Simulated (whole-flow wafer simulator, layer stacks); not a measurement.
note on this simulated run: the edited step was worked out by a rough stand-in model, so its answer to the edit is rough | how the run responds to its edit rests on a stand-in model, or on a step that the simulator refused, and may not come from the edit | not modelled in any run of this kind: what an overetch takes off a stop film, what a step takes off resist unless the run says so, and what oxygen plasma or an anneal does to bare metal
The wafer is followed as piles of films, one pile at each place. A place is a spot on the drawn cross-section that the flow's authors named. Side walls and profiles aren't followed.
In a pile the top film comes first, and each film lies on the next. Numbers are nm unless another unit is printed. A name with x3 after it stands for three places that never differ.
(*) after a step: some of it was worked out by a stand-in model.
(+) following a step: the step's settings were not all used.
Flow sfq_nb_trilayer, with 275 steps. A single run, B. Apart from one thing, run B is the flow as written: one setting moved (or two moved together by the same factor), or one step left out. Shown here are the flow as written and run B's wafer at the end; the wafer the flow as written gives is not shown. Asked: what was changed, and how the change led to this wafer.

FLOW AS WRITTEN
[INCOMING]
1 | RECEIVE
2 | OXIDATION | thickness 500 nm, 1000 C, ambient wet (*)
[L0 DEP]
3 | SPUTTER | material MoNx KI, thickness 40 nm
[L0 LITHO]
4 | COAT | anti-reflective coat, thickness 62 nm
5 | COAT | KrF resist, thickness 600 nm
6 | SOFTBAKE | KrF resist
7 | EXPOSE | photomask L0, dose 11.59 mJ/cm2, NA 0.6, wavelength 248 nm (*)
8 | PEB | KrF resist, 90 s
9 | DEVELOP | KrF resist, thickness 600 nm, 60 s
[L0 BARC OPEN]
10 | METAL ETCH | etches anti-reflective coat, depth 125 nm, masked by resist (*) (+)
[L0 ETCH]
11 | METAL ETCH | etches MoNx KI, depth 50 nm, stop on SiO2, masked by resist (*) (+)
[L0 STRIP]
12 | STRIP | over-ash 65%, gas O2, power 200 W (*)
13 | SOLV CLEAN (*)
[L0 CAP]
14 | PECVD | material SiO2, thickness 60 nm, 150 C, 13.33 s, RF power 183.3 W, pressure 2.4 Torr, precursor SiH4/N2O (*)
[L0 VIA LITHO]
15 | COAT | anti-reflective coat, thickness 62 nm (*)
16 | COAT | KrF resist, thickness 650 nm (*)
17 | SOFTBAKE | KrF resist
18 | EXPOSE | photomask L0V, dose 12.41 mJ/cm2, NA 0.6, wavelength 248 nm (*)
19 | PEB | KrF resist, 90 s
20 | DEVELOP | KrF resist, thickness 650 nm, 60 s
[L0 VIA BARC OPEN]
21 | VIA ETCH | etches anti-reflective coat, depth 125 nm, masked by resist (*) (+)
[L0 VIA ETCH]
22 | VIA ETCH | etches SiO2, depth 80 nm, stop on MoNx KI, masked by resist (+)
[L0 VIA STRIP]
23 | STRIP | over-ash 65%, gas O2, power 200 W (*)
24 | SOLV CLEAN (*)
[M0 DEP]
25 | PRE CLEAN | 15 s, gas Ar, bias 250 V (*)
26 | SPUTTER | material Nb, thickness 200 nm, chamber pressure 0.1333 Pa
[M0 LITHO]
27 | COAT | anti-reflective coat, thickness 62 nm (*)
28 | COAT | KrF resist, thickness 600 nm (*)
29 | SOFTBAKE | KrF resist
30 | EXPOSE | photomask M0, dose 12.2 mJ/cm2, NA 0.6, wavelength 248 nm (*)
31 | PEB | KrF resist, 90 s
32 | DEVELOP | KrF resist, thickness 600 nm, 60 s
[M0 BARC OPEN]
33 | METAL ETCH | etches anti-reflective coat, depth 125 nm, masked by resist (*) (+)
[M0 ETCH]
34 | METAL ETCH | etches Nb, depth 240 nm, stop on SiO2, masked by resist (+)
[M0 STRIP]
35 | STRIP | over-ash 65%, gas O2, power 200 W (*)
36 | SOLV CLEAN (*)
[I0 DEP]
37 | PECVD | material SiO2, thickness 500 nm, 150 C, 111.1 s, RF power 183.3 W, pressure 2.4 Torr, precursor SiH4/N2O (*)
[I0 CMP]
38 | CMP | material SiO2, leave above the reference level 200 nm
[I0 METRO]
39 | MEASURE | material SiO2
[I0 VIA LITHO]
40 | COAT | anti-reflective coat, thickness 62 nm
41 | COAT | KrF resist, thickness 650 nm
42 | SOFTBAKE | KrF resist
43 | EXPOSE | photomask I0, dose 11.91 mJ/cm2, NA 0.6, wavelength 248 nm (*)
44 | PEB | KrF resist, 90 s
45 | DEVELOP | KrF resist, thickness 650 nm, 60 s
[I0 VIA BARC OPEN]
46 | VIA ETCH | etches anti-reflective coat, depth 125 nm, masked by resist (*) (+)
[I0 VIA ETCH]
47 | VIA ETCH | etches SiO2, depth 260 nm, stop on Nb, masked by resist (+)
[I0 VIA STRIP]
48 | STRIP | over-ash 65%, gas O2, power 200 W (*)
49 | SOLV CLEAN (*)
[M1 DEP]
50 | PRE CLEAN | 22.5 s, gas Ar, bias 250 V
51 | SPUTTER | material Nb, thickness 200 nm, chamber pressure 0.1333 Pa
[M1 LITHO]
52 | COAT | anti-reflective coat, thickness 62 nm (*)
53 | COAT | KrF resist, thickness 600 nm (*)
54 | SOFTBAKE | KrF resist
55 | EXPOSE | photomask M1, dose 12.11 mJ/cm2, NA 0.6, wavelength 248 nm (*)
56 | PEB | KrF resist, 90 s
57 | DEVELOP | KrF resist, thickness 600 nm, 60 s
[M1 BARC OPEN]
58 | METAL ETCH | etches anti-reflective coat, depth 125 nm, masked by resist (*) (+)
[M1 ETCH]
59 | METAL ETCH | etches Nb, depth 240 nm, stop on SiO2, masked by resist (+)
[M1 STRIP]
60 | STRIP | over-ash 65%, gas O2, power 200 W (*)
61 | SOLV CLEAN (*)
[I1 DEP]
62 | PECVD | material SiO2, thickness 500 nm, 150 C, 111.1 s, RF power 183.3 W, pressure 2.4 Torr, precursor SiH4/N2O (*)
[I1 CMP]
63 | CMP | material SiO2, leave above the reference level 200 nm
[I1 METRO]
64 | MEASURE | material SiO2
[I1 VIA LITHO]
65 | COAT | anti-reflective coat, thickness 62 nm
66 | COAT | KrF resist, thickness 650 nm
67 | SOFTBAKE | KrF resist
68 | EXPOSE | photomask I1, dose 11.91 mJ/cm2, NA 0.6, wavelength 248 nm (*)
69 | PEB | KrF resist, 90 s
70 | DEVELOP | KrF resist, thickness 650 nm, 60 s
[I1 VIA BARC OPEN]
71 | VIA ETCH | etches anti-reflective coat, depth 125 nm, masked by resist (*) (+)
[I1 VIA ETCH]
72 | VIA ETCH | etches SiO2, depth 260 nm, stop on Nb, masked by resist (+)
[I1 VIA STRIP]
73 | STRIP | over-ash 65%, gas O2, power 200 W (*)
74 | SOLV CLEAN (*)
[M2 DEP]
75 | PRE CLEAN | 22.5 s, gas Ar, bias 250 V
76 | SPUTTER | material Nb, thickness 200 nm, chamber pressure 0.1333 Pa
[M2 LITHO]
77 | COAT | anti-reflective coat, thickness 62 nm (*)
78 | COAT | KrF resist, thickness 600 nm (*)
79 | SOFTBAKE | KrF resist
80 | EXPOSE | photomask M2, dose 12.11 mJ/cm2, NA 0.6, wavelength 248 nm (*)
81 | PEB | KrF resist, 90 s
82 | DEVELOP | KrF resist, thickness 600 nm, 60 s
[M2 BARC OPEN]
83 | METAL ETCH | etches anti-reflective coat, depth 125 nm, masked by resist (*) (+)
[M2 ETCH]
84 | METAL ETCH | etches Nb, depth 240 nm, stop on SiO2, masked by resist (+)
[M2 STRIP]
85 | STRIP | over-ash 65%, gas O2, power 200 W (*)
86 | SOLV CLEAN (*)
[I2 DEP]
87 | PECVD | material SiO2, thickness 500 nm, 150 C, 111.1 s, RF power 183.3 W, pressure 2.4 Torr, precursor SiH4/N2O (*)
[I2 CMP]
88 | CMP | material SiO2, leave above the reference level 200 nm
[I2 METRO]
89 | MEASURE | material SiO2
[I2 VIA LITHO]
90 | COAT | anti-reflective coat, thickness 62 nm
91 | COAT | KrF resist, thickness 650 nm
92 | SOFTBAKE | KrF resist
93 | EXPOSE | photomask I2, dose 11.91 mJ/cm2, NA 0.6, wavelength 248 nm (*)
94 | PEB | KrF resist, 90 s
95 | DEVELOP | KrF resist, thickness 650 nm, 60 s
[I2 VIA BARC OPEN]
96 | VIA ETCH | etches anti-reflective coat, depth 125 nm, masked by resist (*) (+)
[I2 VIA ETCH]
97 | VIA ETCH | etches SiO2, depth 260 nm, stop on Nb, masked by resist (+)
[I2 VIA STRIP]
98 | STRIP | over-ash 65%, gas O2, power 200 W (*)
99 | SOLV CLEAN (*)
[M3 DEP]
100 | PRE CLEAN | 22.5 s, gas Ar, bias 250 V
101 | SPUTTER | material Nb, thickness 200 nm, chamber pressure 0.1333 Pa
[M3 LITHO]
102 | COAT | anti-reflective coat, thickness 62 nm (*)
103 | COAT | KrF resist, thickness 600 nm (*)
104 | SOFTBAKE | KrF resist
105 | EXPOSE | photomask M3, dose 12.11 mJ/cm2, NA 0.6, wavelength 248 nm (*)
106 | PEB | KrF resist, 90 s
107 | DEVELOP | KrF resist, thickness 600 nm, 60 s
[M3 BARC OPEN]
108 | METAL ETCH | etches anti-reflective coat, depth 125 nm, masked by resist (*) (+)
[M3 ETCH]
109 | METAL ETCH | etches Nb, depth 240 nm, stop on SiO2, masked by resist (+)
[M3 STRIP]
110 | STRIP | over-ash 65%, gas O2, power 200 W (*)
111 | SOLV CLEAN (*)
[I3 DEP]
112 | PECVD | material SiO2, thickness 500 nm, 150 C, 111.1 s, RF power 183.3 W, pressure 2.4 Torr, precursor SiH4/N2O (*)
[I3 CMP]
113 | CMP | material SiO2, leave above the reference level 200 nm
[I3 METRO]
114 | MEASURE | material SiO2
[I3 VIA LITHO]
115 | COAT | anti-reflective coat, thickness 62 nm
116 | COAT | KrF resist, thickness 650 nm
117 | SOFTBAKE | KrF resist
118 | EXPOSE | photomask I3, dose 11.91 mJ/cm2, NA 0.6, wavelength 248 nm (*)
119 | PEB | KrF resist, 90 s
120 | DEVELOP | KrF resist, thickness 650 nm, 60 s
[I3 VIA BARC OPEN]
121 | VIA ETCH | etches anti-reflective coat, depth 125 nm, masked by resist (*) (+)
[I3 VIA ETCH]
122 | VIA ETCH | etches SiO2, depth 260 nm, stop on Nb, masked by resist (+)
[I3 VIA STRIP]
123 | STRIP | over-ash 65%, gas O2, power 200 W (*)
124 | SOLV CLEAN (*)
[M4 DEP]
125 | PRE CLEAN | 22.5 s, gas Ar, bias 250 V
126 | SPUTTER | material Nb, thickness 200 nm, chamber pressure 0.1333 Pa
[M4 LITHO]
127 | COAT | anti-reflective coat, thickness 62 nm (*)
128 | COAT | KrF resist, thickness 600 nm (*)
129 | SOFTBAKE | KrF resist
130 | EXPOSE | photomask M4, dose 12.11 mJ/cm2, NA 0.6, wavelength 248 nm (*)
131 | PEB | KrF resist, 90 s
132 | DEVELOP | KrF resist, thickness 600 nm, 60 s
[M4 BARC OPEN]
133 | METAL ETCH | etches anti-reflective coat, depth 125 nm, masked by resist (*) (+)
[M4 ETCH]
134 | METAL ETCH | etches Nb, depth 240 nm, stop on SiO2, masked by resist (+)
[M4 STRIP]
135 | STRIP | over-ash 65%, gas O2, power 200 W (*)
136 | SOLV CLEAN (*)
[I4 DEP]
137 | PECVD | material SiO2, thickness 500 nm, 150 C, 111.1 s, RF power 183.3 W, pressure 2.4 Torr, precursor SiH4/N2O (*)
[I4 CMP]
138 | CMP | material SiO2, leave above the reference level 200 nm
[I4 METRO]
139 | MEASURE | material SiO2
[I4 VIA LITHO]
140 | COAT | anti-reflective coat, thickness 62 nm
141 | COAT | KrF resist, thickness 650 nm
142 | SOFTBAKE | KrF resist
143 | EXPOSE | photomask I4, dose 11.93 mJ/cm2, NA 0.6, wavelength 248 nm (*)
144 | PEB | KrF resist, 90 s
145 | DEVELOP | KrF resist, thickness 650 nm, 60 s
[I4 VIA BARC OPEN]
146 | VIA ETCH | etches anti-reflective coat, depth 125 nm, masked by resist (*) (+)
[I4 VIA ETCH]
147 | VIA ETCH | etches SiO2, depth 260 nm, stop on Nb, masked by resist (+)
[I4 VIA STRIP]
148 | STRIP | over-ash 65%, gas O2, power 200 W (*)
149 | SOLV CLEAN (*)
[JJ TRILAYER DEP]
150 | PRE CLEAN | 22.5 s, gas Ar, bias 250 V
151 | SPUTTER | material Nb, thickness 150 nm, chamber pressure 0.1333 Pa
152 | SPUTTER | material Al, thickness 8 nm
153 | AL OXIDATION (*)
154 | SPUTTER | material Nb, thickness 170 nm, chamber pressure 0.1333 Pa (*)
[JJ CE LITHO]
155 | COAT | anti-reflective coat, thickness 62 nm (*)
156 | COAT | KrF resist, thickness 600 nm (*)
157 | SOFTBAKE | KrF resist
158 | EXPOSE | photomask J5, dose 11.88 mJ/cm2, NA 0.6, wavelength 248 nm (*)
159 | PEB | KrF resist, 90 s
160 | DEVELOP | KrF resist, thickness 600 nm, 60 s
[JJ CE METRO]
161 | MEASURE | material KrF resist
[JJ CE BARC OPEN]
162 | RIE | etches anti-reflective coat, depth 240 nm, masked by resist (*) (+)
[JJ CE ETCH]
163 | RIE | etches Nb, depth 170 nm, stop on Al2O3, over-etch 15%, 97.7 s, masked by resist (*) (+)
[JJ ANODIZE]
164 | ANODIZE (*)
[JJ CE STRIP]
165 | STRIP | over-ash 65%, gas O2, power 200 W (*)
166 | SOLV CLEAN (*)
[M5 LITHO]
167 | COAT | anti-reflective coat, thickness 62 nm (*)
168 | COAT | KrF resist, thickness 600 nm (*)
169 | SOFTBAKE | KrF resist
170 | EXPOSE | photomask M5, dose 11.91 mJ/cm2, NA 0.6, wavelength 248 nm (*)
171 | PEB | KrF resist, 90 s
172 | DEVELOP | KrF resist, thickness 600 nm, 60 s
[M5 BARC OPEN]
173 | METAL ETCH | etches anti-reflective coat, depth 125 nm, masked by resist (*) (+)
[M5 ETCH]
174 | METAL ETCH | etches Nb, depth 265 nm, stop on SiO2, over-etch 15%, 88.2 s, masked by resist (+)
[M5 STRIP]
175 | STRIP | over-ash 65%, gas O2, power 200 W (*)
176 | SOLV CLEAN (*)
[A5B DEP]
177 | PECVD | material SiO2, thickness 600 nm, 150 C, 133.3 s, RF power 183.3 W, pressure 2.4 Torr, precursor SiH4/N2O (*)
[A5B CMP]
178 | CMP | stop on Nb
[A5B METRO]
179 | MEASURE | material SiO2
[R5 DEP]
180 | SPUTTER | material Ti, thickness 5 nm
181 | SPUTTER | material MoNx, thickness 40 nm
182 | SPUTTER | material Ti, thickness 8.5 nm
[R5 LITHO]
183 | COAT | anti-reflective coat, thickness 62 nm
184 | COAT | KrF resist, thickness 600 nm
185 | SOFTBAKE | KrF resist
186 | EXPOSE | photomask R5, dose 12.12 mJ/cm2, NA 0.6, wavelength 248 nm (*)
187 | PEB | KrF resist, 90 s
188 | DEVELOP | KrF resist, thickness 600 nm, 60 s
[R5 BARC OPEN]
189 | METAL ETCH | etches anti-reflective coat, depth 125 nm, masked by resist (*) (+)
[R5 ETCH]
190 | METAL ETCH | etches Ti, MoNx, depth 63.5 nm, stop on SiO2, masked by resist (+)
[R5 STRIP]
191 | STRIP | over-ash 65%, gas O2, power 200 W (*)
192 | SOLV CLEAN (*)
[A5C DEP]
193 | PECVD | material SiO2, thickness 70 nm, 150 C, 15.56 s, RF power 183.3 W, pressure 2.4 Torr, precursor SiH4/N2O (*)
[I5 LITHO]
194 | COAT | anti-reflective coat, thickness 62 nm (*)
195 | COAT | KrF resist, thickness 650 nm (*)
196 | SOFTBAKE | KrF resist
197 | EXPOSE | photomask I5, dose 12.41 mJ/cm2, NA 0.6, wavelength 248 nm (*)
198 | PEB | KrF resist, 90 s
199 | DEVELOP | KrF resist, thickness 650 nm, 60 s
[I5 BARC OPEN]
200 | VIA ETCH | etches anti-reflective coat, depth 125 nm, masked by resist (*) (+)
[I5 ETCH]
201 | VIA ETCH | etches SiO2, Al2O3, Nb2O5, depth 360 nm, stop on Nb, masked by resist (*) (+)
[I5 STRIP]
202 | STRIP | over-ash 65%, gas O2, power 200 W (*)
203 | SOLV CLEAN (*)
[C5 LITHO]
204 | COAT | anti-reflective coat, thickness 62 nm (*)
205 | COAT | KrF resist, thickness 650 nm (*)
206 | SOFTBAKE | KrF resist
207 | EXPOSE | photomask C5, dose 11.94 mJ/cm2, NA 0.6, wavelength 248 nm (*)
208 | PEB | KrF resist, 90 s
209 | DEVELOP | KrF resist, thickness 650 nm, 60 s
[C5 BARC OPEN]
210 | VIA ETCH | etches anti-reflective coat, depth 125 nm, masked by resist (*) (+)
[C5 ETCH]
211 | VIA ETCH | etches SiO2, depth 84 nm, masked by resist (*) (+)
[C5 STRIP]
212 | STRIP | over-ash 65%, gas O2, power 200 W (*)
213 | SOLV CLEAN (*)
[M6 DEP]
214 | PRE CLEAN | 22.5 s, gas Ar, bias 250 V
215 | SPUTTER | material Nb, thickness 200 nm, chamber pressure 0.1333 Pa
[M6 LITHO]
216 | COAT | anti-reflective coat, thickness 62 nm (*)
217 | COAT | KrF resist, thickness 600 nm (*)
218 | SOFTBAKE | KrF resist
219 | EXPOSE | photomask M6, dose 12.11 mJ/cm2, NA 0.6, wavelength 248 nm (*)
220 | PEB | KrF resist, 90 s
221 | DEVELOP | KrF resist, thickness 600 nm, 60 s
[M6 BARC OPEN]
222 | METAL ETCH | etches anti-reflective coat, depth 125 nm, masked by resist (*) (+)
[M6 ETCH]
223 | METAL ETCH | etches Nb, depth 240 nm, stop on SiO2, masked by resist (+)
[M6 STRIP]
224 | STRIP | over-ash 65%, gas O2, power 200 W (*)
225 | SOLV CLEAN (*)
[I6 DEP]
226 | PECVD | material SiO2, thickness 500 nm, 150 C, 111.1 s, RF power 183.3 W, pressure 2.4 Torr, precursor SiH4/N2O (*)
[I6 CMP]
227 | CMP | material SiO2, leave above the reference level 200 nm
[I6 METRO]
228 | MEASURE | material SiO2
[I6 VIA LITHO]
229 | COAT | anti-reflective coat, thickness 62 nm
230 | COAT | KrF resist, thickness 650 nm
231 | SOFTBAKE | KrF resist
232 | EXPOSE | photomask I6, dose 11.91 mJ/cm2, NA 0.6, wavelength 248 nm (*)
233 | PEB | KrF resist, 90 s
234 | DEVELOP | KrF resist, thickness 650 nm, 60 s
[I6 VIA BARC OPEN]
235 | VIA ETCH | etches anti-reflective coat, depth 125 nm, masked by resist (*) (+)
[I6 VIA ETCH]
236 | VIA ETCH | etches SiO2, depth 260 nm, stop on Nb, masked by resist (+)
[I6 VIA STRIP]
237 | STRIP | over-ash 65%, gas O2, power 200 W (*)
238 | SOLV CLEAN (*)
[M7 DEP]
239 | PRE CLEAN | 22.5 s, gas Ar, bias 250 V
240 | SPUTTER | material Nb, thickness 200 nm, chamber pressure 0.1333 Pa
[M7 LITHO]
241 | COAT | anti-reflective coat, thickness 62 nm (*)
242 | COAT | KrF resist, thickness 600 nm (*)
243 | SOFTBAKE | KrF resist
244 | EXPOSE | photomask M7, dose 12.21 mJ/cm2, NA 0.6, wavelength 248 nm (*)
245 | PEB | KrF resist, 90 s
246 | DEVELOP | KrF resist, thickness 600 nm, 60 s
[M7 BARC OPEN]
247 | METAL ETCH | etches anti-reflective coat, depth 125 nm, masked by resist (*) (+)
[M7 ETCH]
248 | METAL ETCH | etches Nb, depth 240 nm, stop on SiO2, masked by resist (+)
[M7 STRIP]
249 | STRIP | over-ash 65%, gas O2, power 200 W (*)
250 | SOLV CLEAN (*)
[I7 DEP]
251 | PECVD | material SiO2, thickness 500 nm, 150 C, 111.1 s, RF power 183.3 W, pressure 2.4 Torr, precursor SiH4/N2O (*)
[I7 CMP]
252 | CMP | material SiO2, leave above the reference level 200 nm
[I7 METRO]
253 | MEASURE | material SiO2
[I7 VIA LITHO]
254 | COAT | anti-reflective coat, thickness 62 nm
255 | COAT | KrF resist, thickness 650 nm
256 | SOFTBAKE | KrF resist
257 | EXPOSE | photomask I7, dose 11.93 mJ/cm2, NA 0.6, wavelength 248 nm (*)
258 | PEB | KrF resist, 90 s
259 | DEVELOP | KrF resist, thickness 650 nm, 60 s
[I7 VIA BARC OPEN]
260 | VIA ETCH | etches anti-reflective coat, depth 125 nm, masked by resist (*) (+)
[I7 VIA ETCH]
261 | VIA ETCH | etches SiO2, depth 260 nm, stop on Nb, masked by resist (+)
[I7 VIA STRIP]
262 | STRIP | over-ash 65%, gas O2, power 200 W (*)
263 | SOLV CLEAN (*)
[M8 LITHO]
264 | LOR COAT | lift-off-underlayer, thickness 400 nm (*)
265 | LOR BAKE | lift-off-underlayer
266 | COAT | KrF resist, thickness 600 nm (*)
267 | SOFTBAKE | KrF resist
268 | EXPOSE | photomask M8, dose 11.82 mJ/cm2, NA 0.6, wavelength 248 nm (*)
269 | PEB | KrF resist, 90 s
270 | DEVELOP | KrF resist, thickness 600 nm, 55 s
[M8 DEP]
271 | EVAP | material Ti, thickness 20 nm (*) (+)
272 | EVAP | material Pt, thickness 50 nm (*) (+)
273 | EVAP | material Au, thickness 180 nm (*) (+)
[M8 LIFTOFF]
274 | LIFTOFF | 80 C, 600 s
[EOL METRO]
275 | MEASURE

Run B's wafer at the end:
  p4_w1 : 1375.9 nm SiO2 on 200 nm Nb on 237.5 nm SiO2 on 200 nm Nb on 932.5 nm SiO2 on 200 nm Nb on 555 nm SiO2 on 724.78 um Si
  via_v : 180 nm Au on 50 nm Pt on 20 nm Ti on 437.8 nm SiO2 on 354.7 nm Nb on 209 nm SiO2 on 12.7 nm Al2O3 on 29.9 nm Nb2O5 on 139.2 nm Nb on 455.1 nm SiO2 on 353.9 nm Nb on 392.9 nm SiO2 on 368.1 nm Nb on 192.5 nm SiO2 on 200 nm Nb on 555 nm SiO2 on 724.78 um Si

What caused this: step 87, PECVD: thickness 355 nm was run, whereas the flow has thickness 500 nm; step 87, PECVD: 78.89 s was run, where the flow has 111.1 s.

Step by step, how the change led to this:
  87 | PECVD | material SiO2, thickness 500 nm, 150 C, 111.1 s, RF power 183.3 W, pressure 2.4 Torr, precursor SiH4/N2O (*)
      field_l, be, be_sur and 81 more: SiO2 gains 355 (it would be, as written: SiO2 gains 500)
      v_sur, via_wl, via_w and 18 more: SiO2 gains 355 (new film) (it would be, as written: SiO2 gains 500 (new film))
      (as well as at 1 more place)
  88 | CMP | material SiO2, leave above the reference level 200 nm
      field_l, be, be_sur and 81 more: nothing (it would be, as written: SiO2 loses 100)
      via_v: nothing (it would be, as written: SiO2 loses 181.6)
      (as well as at 21 more places)
  90 | COAT | anti-reflective coat, thickness 62 nm
      m0r_line_l, m0r_line_r, m6r_line_l, m6r_line_r, m7r_line_l, m7r_line_r: anti-reflective coat gains 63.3 (new film) (it would be, as written: anti-reflective coat gains 62 (new film))
      m0r_space_l, m0r_space_r, m6r_space_l, m6r_space_r, m7r_space_l, m7r_space_r: anti-reflective coat gains 68.4 (new film) (it would be, as written: anti-reflective coat gains 62 (new film))
      (as well as at 45 more places)
  91 | COAT | KrF resist, thickness 650 nm
      v_sur: KrF resist gains 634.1 (new film) (it would be, as written: KrF resist gains 650 (new film))
      via_wl: KrF resist gains 631.7 (new film) (it would be, as written: KrF resist gains 650 (new film))
      (as well as at 8 more places)
  95 | DEVELOP | KrF resist, thickness 650 nm, 60 s
      via_w: KrF resist loses 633 (all of it) (it would be, as written: KrF resist loses 648.6 (all of it))
  96 | VIA ETCH | etches anti-reflective coat, depth 125 nm, masked by resist (*) (+)
      field_l, v_sur, via_wl and 102 more: KrF resist loses 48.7 (it would be, as written: KrF resist loses 51.7)
      via_w: anti-reflective coat loses 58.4 (all of it), SiO2 loses 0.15 (it would be, as written: anti-reflective coat loses 62 (all of it), SiO2 loses 0.16)
  98 | STRIP | over-ash 65%, gas O2, power 200 W (*)
      m0r_line_l, m0r_line_r, m6r_line_l, m6r_line_r, m7r_line_l, m7r_line_r: KrF resist loses 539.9 (all of it), anti-reflective coat loses 63.3 (all of it) (it would be, as written: KrF resist loses 528.6 (all of it), anti-reflective coat loses 62 (all of it))
      m0r_space_l, m0r_space_r, m6r_space_l, m6r_space_r, m7r_space_l, m7r_space_r: KrF resist loses 536.5 (all of it), anti-reflective coat loses 68.4 (all of it) (it would be, as written: KrF resist loses 528.6 (all of it), anti-reflective coat loses 62 (all of it))
      (as well as at 45 more places)
  102 | COAT | anti-reflective coat, thickness 62 nm (*)
      m0r_space_l, m6r_space_l, m7r_space_l: anti-reflective coat gains 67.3 (new film) (it would be, as written: anti-reflective coat gains 62 (new film))
      m0r_space_r, m6r_space_r, m7r_space_r: anti-reflective coat gains 67.5 (new film) (it would be, as written: anti-reflective coat gains 62 (new film))
      (as well as at 44 more places)
  103 | COAT | KrF resist, thickness 600 nm (*)
      v_sur: KrF resist gains 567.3 (new film) (it would be, as written: KrF resist gains 582.9 (new film))
      via_wl: KrF resist gains 580.8 (new film) (it would be, as written: KrF resist gains 601.8 (new film))
      (as well as at 8 more places)
  107 | DEVELOP | KrF resist, thickness 600 nm, 60 s
      wl_d_sl: KrF resist loses 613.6 (all of it) (it would be, as written: KrF resist loses 598.7 (all of it))
      wl_d_m1: KrF resist loses 614.9 (all of it) (it would be, as written: KrF resist loses 598.7 (all of it))
      (as well as at 3 more places)
  108 | METAL ETCH | etches anti-reflective coat, depth 125 nm, masked by resist (*) (+)
      m0r_space_l, m6r_space_l, m7r_space_l: anti-reflective coat loses 67.3 (all of it) (it would be, as written: anti-reflective coat loses 62 (all of it))
      m0r_space_r, m6r_space_r, m7r_space_r: anti-reflective coat loses 67.5 (all of it) (it would be, as written: anti-reflective coat loses 62 (all of it))
      (as well as at 28 more places)
  110 | STRIP | over-ash 65%, gas O2, power 200 W (*)
      v_sur: KrF resist loses 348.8 (all of it), anti-reflective coat loses 51.7 (all of it) (it would be, as written: KrF resist loses 365.3 (all of it), anti-reflective coat loses 61.1 (all of it))
      via_wl: KrF resist loses 362.3 (all of it), anti-reflective coat loses 33.2 (all of it) (it would be, as written: KrF resist loses 384.2 (all of it), anti-reflective coat loses 34.2 (all of it))
      (as well as at 14 more places)
  113 | CMP | material SiO2, leave above the reference level 200 nm
      field_l, be, be_sur and 64 more: SiO2 loses 55 (it would be, as written: SiO2 loses 100)
      p4_w1, p4_w2, p4_w3 and 6 more: SiO2 loses 255 (it would be, as written: SiO2 loses 300)
      (as well as at 9 more places)
  122 | VIA ETCH | etches SiO2, depth 260 nm, stop on Nb, masked by resist (+)
      via_v: SiO2 loses 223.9 (all of it) (it would be, as written: SiO2 loses 199.8 (all of it))
  126 | SPUTTER | material Nb, thickness 200 nm, chamber pressure 0.1333 Pa
      via_v: Nb gains 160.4 (it would be, as written: Nb gains 165.5)
  127 | COAT | anti-reflective coat, thickness 62 nm (*)
      via_v: anti-reflective coat gains 130 (new film) (it would be, as written: anti-reflective coat gains 124.8 (new film))
  ... another 2 steps ...
  137 | PECVD | material SiO2, thickness 500 nm, 150 C, 111.1 s, RF power 183.3 W, pressure 2.4 Torr, precursor SiH4/N2O (*)
      via_v: SiO2 gains 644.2 (new film) (it would be, as written: SiO2 gains 615 (new film))
